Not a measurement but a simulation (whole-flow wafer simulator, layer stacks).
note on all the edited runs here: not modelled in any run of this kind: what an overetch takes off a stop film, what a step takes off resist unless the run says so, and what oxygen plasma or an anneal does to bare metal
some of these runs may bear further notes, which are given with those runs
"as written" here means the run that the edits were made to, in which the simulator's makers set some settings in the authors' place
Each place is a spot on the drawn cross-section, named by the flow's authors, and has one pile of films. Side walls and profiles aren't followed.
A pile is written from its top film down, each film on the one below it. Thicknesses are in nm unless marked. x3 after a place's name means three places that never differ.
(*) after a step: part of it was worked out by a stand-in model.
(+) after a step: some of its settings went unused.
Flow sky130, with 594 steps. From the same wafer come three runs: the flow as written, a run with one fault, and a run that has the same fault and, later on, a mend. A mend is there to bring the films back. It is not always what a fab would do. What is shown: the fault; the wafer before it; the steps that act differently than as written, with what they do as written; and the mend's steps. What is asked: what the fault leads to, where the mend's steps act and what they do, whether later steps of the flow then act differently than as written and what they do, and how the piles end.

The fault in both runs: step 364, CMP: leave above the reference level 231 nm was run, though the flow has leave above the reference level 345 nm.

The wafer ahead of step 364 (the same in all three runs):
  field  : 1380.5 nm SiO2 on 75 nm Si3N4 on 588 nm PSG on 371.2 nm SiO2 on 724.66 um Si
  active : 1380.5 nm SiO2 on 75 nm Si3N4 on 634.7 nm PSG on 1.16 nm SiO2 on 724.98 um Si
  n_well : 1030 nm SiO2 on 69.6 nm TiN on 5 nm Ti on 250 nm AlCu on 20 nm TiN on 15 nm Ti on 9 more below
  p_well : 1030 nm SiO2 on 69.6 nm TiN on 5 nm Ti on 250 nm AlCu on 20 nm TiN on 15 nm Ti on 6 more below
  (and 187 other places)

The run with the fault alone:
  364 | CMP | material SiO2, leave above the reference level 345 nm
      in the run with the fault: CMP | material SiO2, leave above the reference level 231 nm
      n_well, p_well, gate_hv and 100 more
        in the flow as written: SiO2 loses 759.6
        in the run with the fault: SiO2 loses 873.6
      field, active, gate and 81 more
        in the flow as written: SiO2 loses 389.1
        in the run with the fault: SiO2 loses 503.1
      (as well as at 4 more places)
  Steps further on in the flow that do not act as written (7 more steps, not shown, differ only slightly: by at most 2% or 0.5 nm, whichever is larger):
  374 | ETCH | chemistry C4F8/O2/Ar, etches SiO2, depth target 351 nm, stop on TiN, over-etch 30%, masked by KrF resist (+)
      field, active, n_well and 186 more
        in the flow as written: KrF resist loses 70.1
        in the run with the fault: KrF resist loses 40.5
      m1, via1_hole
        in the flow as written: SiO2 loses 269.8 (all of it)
        in the run with the fault: SiO2 loses 155.8 (all of it)
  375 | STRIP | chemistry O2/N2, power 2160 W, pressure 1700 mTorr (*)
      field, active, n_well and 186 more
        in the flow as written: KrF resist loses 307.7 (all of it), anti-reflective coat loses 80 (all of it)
        in the run with the fault: KrF resist loses 337.3 (all of it), anti-reflective coat loses 80 (all of it)
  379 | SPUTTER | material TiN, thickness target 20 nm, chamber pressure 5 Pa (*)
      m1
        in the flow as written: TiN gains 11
        in the run with the fault: TiN gains 13.4
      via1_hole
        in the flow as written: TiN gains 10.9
        in the run with the fault: TiN gains 13.4
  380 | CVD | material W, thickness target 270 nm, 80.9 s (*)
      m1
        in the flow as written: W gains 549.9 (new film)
        in the run with the fault: W gains 433.4 (new film)
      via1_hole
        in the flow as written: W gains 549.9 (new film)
        in the run with the fault: W gains 433.5 (new film)
  By the end, the piles at field, active, n_well and 190 more depart from the flow's by more than 2% or 0.5 nm, whichever is larger.
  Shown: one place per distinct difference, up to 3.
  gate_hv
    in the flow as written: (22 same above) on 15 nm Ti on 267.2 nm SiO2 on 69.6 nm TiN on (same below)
    in the run with the fault: (22 same above) on 15 nm Ti on 153.2 nm SiO2 on 69.6 nm TiN on (same below)
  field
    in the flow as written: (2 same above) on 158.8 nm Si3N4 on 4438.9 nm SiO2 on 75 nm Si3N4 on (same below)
    in the run with the fault: (2 same above) on 158.8 nm Si3N4 on 4324.9 nm SiO2 on 75 nm Si3N4 on (same below)
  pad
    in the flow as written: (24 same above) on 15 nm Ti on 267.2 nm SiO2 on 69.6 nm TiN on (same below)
    in the run with the fault: (24 same above) on 15 nm Ti on 153.2 nm SiO2 on 69.6 nm TiN on (same below)

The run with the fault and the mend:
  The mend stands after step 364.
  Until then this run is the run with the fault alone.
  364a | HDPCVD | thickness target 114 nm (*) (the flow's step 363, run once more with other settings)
      field, active, n_well and 188 more
        SiO2 gains 114
  Every later step of the flow that is run acts as written, at every place that is followed, to within 2% or 0.5 nm, whichever is larger.
  The piles end the same as the flow's at every place that both follow.
